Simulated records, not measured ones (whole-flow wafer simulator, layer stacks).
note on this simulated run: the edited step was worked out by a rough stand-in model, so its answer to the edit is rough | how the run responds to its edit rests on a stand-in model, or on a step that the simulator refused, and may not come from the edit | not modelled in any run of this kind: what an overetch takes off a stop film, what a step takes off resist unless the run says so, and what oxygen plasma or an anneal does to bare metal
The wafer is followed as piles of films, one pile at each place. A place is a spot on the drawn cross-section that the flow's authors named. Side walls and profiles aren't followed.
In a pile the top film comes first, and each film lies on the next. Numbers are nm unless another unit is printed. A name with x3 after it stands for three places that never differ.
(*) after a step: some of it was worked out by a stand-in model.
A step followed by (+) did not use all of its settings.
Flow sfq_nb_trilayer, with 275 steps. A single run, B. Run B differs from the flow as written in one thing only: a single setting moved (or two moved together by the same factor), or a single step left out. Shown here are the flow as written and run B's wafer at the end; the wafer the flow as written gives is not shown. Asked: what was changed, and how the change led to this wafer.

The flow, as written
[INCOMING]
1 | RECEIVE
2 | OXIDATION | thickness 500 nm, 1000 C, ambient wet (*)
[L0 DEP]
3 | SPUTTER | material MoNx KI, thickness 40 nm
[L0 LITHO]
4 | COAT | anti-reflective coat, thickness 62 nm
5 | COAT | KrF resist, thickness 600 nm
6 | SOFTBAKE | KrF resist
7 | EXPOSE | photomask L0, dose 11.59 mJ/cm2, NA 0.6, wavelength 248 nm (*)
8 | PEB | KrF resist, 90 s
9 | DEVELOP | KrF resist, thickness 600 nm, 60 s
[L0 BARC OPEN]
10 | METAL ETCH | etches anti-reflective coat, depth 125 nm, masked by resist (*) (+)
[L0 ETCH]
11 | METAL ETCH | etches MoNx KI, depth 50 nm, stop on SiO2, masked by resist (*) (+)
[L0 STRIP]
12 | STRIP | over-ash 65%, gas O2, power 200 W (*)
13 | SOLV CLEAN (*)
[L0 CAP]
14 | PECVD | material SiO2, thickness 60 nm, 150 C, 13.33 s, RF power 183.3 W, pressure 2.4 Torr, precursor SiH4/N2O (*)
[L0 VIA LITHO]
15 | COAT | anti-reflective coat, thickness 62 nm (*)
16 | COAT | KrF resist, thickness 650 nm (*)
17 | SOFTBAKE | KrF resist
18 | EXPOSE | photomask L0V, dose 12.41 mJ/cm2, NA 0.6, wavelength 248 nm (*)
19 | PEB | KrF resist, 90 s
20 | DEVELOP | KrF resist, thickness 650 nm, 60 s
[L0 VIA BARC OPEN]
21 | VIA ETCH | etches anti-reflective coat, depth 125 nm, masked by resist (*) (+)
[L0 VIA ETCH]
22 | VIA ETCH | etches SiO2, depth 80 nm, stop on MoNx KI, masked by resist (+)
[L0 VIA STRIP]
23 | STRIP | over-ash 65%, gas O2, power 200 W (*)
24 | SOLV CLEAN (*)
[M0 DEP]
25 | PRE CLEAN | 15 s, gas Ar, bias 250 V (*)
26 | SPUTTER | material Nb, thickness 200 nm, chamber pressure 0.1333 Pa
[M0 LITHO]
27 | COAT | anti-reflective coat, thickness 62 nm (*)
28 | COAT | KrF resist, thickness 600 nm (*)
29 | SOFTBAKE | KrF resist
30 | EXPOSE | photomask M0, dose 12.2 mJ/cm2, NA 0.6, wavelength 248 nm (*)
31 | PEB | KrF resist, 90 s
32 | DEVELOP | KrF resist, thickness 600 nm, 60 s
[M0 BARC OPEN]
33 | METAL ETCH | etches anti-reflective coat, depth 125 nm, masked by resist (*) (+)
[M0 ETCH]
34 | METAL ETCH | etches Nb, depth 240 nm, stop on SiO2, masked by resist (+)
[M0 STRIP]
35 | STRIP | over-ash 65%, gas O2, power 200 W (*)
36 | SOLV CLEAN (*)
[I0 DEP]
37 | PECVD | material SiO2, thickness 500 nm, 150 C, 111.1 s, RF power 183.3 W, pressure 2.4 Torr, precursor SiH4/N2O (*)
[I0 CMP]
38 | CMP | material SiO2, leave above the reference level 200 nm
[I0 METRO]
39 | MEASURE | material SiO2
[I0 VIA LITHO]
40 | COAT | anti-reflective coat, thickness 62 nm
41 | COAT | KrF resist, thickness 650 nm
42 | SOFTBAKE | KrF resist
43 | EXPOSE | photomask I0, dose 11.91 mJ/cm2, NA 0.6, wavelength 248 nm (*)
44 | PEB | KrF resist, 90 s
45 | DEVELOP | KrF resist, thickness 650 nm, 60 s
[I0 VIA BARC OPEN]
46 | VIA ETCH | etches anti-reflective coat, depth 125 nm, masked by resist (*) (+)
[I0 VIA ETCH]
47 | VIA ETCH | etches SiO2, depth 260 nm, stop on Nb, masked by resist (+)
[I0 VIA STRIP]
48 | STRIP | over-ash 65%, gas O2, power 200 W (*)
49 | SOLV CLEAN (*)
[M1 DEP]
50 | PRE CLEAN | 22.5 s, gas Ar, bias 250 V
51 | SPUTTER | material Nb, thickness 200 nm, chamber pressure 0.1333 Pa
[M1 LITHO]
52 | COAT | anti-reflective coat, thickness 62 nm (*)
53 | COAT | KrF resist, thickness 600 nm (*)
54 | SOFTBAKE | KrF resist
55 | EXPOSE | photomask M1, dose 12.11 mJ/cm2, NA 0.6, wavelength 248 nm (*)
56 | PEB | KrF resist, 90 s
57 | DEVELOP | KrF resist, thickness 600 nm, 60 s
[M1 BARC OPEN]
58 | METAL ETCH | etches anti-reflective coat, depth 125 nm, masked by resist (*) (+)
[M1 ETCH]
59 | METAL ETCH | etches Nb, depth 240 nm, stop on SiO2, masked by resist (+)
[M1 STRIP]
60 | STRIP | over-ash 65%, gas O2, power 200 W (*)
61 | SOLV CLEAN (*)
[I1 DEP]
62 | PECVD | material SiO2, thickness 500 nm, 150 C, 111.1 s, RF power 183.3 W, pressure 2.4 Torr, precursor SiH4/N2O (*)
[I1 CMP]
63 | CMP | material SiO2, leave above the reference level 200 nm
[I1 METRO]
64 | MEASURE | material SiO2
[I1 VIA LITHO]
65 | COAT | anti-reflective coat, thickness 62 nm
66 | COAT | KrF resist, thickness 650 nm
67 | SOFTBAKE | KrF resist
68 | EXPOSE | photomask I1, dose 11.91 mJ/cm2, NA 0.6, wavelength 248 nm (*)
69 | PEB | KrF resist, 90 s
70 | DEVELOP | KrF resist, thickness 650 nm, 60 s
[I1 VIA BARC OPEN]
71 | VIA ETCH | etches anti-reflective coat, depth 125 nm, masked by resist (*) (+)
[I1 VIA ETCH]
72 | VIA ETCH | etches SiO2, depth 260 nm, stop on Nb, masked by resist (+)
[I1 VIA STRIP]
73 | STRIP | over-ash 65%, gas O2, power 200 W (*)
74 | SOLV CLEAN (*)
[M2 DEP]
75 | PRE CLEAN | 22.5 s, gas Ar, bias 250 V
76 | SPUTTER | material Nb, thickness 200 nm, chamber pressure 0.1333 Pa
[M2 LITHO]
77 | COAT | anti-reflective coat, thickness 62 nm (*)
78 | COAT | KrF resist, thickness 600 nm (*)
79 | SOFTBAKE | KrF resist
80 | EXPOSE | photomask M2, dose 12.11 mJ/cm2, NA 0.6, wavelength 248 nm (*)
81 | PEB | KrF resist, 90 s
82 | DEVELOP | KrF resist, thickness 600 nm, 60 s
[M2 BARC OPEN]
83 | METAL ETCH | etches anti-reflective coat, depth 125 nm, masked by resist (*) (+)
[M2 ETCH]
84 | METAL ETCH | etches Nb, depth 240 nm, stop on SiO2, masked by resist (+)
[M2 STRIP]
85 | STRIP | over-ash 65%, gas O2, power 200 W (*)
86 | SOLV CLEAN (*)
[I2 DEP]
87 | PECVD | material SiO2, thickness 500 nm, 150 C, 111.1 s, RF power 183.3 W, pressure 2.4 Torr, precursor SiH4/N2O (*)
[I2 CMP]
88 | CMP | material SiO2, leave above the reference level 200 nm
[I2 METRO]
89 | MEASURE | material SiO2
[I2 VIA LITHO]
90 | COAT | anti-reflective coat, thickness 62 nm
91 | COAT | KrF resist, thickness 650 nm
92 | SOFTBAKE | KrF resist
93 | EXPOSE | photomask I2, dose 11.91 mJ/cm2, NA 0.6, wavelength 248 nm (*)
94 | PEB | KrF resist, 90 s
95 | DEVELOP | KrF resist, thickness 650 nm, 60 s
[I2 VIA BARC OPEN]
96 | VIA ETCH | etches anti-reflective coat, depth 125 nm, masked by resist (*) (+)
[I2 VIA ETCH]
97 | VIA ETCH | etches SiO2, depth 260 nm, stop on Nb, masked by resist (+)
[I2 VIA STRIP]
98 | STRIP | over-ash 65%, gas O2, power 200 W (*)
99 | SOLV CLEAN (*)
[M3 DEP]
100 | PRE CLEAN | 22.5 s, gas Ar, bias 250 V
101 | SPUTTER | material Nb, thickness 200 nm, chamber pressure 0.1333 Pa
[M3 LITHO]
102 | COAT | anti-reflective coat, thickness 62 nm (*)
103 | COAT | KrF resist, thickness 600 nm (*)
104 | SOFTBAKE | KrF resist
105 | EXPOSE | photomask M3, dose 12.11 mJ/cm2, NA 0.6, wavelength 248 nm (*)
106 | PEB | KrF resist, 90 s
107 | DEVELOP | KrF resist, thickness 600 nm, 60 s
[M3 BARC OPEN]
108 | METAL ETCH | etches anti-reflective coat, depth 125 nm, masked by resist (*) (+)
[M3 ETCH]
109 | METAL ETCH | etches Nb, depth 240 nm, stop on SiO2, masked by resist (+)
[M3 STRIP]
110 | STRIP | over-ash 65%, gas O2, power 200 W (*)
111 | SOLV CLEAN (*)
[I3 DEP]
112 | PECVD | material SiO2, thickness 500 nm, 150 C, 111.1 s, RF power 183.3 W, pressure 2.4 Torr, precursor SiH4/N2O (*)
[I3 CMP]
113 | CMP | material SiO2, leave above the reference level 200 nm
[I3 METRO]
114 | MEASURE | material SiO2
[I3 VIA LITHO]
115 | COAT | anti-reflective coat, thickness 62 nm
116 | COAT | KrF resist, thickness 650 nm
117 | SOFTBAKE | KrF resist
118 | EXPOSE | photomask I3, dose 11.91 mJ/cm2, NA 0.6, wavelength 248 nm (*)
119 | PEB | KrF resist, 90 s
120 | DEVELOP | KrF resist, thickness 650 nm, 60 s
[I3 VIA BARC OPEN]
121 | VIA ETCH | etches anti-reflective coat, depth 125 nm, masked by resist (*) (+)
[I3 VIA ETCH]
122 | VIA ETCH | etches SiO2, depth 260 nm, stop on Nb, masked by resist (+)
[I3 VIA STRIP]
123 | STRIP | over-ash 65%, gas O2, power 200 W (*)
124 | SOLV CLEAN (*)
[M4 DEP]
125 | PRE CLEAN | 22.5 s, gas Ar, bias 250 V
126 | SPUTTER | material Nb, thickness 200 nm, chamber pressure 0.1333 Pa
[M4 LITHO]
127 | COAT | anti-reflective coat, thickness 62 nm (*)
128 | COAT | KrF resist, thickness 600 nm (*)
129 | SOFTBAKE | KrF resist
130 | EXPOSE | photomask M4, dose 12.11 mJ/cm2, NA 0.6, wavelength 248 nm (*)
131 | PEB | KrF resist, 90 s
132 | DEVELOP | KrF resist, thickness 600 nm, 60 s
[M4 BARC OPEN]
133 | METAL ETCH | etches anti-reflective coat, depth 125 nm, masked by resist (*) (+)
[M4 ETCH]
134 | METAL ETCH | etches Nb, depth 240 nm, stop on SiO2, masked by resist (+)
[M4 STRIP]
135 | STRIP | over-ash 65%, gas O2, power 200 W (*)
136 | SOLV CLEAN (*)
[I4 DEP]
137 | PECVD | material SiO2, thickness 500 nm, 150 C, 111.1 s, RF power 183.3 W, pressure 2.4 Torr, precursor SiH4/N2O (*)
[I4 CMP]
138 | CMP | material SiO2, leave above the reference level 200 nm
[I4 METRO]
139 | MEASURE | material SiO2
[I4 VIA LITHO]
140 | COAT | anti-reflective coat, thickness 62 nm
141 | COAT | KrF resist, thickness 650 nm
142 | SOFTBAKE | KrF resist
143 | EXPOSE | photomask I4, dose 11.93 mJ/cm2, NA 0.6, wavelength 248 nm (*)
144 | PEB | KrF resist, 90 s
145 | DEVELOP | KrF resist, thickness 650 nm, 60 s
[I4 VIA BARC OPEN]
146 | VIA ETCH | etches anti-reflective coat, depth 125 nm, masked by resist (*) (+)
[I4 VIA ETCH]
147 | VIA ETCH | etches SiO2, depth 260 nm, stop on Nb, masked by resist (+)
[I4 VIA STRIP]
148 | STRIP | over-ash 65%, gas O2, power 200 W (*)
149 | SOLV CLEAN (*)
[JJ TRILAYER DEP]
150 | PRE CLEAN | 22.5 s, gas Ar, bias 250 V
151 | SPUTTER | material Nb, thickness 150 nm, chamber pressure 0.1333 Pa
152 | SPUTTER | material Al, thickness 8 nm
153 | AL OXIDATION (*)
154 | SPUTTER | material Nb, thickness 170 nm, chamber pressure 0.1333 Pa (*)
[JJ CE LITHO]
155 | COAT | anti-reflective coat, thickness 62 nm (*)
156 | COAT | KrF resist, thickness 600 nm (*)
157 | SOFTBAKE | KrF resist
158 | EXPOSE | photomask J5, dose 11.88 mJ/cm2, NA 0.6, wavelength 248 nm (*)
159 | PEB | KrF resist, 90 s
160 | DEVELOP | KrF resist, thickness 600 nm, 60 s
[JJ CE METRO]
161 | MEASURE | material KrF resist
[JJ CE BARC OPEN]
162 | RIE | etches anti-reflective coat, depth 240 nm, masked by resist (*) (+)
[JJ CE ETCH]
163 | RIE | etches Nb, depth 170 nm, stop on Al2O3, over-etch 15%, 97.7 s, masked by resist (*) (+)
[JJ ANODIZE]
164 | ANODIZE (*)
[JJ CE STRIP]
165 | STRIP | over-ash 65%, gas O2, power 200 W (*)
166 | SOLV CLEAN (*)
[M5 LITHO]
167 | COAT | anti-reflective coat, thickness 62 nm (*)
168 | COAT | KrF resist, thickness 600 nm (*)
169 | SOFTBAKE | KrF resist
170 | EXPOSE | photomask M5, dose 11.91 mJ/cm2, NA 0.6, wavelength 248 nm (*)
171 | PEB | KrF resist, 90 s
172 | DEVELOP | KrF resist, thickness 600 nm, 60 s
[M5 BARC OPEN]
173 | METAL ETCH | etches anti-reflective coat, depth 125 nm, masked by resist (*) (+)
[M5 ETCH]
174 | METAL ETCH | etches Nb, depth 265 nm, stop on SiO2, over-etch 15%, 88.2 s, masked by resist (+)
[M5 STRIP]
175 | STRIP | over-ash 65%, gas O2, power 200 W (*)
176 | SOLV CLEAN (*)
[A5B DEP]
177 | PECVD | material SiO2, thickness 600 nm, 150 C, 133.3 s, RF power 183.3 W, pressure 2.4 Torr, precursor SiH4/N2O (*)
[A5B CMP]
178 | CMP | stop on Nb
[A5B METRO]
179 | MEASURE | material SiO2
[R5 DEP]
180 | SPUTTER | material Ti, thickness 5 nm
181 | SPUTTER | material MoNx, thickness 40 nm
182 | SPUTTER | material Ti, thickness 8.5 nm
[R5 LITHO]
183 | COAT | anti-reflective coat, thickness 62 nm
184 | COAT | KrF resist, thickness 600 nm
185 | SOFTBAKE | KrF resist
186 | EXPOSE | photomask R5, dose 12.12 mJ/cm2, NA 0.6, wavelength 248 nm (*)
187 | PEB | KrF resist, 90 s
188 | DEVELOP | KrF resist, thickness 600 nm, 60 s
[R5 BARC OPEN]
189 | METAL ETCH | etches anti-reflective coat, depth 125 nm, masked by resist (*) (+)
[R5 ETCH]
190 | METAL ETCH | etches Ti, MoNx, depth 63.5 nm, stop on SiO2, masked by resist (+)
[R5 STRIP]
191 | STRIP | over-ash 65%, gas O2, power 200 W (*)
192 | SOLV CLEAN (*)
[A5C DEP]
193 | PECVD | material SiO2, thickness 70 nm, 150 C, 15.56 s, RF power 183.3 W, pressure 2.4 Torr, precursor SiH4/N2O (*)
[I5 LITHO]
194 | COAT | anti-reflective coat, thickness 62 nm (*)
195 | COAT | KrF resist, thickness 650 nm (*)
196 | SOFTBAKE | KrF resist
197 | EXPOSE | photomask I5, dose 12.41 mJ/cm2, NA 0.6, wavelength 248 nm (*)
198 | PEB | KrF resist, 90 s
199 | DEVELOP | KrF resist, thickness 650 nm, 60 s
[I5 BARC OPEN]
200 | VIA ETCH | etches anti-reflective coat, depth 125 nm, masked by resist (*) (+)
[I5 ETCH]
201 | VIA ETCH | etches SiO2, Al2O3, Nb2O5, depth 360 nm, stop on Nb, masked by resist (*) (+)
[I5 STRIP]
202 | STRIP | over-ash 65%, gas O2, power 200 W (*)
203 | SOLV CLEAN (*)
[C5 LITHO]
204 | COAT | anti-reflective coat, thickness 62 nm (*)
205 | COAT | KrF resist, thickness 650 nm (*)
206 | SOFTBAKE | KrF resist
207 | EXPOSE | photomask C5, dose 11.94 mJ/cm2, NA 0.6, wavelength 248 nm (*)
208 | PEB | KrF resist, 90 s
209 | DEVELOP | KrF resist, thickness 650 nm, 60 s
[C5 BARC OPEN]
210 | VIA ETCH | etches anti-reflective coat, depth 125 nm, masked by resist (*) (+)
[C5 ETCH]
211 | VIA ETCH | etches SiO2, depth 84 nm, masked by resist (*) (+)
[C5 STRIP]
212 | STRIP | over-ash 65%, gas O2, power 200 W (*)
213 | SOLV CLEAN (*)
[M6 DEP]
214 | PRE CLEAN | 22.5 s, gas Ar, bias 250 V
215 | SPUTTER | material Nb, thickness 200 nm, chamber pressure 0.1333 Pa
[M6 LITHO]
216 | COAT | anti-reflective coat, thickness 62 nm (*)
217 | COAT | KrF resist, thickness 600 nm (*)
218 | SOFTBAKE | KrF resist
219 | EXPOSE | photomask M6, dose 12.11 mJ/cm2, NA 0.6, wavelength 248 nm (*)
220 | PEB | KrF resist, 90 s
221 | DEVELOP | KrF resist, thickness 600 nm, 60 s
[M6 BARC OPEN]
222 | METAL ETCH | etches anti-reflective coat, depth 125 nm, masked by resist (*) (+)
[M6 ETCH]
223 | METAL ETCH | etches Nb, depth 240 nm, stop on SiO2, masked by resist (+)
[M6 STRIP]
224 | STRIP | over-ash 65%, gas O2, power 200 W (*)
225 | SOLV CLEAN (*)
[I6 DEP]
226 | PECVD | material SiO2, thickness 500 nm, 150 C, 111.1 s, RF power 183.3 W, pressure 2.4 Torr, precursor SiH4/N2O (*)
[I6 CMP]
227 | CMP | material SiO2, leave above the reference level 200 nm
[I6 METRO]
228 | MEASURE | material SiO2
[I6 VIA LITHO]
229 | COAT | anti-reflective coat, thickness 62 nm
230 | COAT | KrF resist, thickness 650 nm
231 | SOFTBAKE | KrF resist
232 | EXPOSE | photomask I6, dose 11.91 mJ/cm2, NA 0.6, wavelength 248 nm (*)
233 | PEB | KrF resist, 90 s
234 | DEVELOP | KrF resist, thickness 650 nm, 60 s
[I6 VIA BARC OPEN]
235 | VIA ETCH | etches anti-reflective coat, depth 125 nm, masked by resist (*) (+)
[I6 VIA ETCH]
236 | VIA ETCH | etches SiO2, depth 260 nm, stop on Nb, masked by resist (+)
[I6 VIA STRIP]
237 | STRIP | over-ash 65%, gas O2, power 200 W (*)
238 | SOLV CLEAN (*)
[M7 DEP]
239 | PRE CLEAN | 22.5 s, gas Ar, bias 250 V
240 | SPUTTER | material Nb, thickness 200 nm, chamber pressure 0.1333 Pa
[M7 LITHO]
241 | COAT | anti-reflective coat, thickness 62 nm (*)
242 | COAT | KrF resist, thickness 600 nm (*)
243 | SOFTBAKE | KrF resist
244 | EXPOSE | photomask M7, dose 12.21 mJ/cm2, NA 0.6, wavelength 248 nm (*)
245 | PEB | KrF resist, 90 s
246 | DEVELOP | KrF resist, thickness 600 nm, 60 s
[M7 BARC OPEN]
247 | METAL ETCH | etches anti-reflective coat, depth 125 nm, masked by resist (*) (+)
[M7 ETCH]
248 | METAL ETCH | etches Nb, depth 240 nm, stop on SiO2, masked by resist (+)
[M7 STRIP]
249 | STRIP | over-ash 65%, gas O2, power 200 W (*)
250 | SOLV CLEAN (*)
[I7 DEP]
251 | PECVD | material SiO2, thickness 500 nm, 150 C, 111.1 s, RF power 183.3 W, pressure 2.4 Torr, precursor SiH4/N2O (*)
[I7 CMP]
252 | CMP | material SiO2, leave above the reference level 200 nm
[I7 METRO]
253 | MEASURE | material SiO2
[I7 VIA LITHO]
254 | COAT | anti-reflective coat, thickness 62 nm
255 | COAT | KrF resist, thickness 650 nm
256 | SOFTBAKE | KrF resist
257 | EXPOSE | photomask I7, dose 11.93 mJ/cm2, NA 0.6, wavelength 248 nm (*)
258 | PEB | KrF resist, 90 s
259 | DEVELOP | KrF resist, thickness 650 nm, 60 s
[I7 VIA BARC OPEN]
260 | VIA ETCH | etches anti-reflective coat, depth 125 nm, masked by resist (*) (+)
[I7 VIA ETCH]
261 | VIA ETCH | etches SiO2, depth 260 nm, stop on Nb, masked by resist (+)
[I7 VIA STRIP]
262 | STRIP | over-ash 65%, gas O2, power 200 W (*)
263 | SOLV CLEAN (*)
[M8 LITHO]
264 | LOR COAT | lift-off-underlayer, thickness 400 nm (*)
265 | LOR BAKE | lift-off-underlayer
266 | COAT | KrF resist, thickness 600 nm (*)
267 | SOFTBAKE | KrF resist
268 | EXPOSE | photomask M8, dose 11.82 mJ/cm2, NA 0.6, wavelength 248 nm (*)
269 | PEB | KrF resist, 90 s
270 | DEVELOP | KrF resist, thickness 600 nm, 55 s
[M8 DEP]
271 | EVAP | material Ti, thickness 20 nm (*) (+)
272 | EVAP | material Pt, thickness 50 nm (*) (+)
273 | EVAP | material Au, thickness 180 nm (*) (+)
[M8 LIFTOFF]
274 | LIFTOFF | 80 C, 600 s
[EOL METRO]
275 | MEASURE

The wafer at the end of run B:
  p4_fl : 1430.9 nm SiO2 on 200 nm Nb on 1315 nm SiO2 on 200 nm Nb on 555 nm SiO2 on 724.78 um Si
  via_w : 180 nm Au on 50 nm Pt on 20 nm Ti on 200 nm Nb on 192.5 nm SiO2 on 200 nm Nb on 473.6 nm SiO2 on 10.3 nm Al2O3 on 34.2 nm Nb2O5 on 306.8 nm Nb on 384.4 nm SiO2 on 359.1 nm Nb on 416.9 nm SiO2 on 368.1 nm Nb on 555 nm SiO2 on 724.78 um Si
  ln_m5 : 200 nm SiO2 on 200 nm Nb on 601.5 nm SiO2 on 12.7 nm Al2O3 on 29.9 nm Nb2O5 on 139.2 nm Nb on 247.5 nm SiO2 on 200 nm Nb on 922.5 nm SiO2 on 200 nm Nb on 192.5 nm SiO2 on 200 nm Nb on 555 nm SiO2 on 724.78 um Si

The reason: step 112, PECVD: thickness 345 nm was run, while the flow as written has thickness 500 nm; step 112, PECVD: 76.67 s was run, where the flow has 111.1 s.

Step by step, how the change led to this:
  112 | PECVD | material SiO2, thickness 500 nm, 150 C, 111.1 s, RF power 183.3 W, pressure 2.4 Torr, precursor SiH4/N2O (*)
      field_l, be, be_sur and 64 more: +345 SiO2 (it would be, as written: +500 SiO2)
      v_sur, via_wl, via_wr and 27 more: +345 SiO2 (new film) (it would be, as written: +500 SiO2 (new film))
      (and at 9 other places as well)
  113 | CMP | material SiO2, leave above the reference level 200 nm
      field_l, be, be_sur and 64 more: nothing (it would be, as written: -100 SiO2)
      p4_g1, p4_g2, p3_s0, p3_s1, p3_s2, p3_s3, p3_s4, p3_s5: nothing (it would be, as written: -157.1 SiO2)
      (and at 31 other places as well)
  115 | COAT | anti-reflective coat, thickness 62 nm
      m0r_line_l, m0r_line_r, m5r_line_l, m6r_line_l, m6r_line_r, m7r_line_l, m7r_line_r: +63.5 anti-reflective coat (new film) (it would be, as written: +62 anti-reflective coat (new film))
      m0r_space_l, m0r_space_r, m6r_space_l, m6r_space_r, m7r_space_l, m7r_space_r: +69.9 anti-reflective coat (new film) (it would be, as written: +62 anti-reflective coat (new film))
      (and at 71 other places as well)
  116 | COAT | KrF resist, thickness 650 nm
      p3_l2, p3_l3: +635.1 KrF resist (new film) (it would be, as written: +650 KrF resist (new film))
      v_sur: +628 KrF resist (new film) (it would be, as written: +650 KrF resist (new film))
      (and at 20 other places as well)
  120 | DEVELOP | KrF resist, thickness 650 nm, 60 s
      via_v: -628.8 KrF resist (all of it) (it would be, as written: -648.6 KrF resist (all of it))
  121 | VIA ETCH | etches anti-reflective coat, depth 125 nm, masked by resist (*) (+)
      field_l, v_sur, via_wl and 102 more: -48 KrF resist (it would be, as written: -51.7 KrF resist)
      via_v: -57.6 anti-reflective coat (all of it), -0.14 SiO2 (it would be, as written: -62 anti-reflective coat (all of it), -0.16 SiO2)
  123 | STRIP | over-ash 65%, gas O2, power 200 W (*)
      m0r_line_l, m0r_line_r, m6r_line_l, m6r_line_r, m7r_line_l, m7r_line_r: -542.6 KrF resist (all of it), -63.5 anti-reflective coat (all of it) (it would be, as written: -528.6 KrF resist (all of it), -62 anti-reflective coat (all of it))
      m0r_space_l, m0r_space_r, m6r_space_l, m6r_space_r, m7r_space_l, m7r_space_r: -538.3 KrF resist (all of it), -69.9 anti-reflective coat (all of it) (it would be, as written: -528.6 KrF resist (all of it), -62 anti-reflective coat (all of it))
      (and at 72 other places as well)
  127 | COAT | anti-reflective coat, thickness 62 nm (*)
      m0r_line_l, m0r_line_r, m5r_line_l, m5r_line_r, m6r_line_l, m6r_line_r, m7r_line_l, m7r_line_r: +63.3 anti-reflective coat (new film) (it would be, as written: +62 anti-reflective coat (new film))
      m0r_space_l, m0r_space_r, m6r_space_l, m6r_space_r, m7r_space_l, m7r_space_r: +68.5 anti-reflective coat (new film) (it would be, as written: +62 anti-reflective coat (new film))
      (and at 68 other places as well)
  128 | COAT | KrF resist, thickness 600 nm (*)
      v_sur: +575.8 KrF resist (new film) (it would be, as written: +597.6 KrF resist (new film))
      via_wl: +578.7 KrF resist (new film) (it would be, as written: +597 KrF resist (new film))
      (and at 24 other places as well)
  132 | DEVELOP | KrF resist, thickness 600 nm, 60 s
      p3_fr: -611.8 KrF resist (all of it) (it would be, as written: -598.7 KrF resist (all of it))
      wl_d_sl: -616.9 KrF resist (all of it) (it would be, as written: -598.7 KrF resist (all of it))
      (and at 7 other places as well)
  133 | METAL ETCH | etches anti-reflective coat, depth 125 nm, masked by resist (*) (+)
      v_sur, via_wl, via_w and 36 more: -54.3 KrF resist (it would be, as written: -51.7 KrF resist)
      m0r_line_l, m0r_line_r, m5r_line_l, m5r_line_r, m6r_line_l, m6r_line_r, m7r_line_l, m7r_line_r: -63.3 anti-reflective coat (all of it) (it would be, as written: -62 anti-reflective coat (all of it))
      (and at 38 other places as well)
  135 | STRIP | over-ash 65%, gas O2, power 200 W (*)
      p4_fl, p4_fr: -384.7 KrF resist (all of it), -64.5 anti-reflective coat (all of it) (it would be, as written: -382.4 KrF resist (all of it), -62 anti-reflective coat (all of it))
      p3_l2, p3_l3: -363.1 KrF resist (all of it), -50.5 anti-reflective coat (all of it) (it would be, as written: -382.4 KrF resist (all of it), -62 anti-reflective coat (all of it))
      (and at 32 other places as well)
  137 | PECVD | material SiO2, thickness 500 nm, 150 C, 111.1 s, RF power 183.3 W, pressure 2.4 Torr, precursor SiH4/N2O (*)
      p3_s0, p3_s1, p3_s2, p3_s3, p3_s4, p3_s5: +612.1 SiO2 (it would be, as written: +557.1 SiO2)
  138 | CMP | material SiO2, leave above the reference level 200 nm
      field_l, be, be_sur and 55 more: -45 SiO2 (it would be, as written: -100 SiO2)
      ln_m5, lsp_m, ln_m6, p4_fl, p4_fm, p4_g1, p4_g2, p4_fr: -245 SiO2 (it would be, as written: -300 SiO2)
      (and at 4 other places as well)
  147 | VIA ETCH | etches SiO2, depth 260 nm, stop on Nb, masked by resist (+)
      via_w: -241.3 SiO2 (all of it) (it would be, as written: -199.8 SiO2 (all of it))
  151 | SPUTTER | material Nb, thickness 150 nm, chamber pressure 0.1333 Pa
      via_w: +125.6 Nb (it would be, as written: +130.4 Nb)
  ... another 12 steps ...
  178 | CMP | stop on Nb
      via_w: -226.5 SiO2 (it would be, as written: -235.2 SiO2)
